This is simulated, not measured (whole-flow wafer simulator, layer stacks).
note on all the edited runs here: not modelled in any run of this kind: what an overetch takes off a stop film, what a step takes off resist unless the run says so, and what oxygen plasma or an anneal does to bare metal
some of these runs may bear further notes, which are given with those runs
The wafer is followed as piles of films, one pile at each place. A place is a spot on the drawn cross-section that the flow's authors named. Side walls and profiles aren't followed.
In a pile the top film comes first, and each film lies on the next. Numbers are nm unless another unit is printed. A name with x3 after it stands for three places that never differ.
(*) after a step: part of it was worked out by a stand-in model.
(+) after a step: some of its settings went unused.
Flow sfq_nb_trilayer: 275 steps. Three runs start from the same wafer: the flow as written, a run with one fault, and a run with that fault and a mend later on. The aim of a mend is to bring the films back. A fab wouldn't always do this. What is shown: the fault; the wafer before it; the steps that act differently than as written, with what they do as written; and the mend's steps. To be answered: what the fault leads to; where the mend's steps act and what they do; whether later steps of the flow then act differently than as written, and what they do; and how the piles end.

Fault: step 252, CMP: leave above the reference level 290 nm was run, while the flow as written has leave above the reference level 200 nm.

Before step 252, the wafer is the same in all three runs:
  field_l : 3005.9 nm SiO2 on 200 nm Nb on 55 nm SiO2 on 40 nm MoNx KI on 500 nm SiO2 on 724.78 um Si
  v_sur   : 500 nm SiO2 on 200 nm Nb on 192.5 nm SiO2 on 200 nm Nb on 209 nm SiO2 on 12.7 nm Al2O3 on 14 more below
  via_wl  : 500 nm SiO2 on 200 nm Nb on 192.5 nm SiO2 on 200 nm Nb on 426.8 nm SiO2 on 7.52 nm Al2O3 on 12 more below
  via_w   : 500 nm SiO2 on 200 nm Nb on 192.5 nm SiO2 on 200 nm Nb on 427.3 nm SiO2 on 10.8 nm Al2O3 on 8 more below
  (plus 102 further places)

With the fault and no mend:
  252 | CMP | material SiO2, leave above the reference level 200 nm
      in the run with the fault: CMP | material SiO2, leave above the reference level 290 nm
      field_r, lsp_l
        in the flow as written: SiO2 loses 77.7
        in the run with the fault: nothing
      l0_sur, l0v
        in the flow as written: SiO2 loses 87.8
        in the run with the fault: nothing
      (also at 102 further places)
  Steps later in the flow that act otherwise than as written (not shown: 6 more steps that differ only slightly, by at most 2% or 0.5 nm, whichever is larger):
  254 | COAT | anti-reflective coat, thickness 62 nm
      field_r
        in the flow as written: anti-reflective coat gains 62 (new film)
        in the run with the fault: anti-reflective coat gains 66.5 (new film)
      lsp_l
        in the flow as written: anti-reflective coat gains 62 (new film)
        in the run with the fault: anti-reflective coat gains 64.9 (new film)
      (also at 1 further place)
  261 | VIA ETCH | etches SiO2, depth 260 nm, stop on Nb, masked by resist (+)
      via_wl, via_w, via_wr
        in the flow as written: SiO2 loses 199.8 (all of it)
        in the run with the fault: SiO2 loses 260
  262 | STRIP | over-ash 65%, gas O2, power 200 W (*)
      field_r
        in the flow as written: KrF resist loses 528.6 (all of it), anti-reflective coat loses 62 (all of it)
        in the run with the fault: KrF resist loses 533.4 (all of it), anti-reflective coat loses 66.5 (all of it)
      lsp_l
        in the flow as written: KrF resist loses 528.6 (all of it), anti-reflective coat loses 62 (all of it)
        in the run with the fault: KrF resist loses 534.7 (all of it), anti-reflective coat loses 64.9 (all of it)
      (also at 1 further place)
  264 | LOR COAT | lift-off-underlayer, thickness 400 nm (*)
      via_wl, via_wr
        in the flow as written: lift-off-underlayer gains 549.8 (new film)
        in the run with the fault: lift-off-underlayer gains 594.8 (new film)
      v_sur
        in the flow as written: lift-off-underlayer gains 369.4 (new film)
        in the run with the fault: lift-off-underlayer gains 360.2 (new film)
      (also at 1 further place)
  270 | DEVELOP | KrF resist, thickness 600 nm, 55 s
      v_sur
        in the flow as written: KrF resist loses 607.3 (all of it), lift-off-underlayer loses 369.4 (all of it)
        in the run with the fault: KrF resist loses 609.9 (all of it), lift-off-underlayer loses 360.2 (all of it)
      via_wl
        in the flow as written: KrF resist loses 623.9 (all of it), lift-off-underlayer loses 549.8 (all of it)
        in the run with the fault: KrF resist loses 631.4 (all of it), lift-off-underlayer loses 594.8 (all of it)
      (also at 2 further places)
  By the end, the piles at field_l, v_sur, via_wl and 103 more depart from the flow's by more than 2% or 0.5 nm, whichever is larger.
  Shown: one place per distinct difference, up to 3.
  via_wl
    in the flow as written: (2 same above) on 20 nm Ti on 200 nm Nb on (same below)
    in the run with the fault: (2 same above) on 20 nm Ti on 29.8 nm SiO2 on 200 nm Nb on (same below)
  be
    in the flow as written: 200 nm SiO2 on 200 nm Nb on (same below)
    in the run with the fault: 290 nm SiO2 on 200 nm Nb on (same below)
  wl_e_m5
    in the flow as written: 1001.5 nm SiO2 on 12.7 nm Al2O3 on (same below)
    in the run with the fault: 1091.5 nm SiO2 on 12.7 nm Al2O3 on (same below)

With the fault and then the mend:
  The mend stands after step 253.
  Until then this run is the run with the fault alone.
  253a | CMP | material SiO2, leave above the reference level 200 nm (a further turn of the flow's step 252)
      field_l, v_sur, via_wl and 99 more
        SiO2 loses 90
      field_r, lsp_l
        SiO2 loses 77.7
      l0_sur, l0v
        SiO2 loses 87.8
  Later steps of the flow that are run all act as written at every place that is followed.
  At every place that both follow, the piles at the end match the flow's.
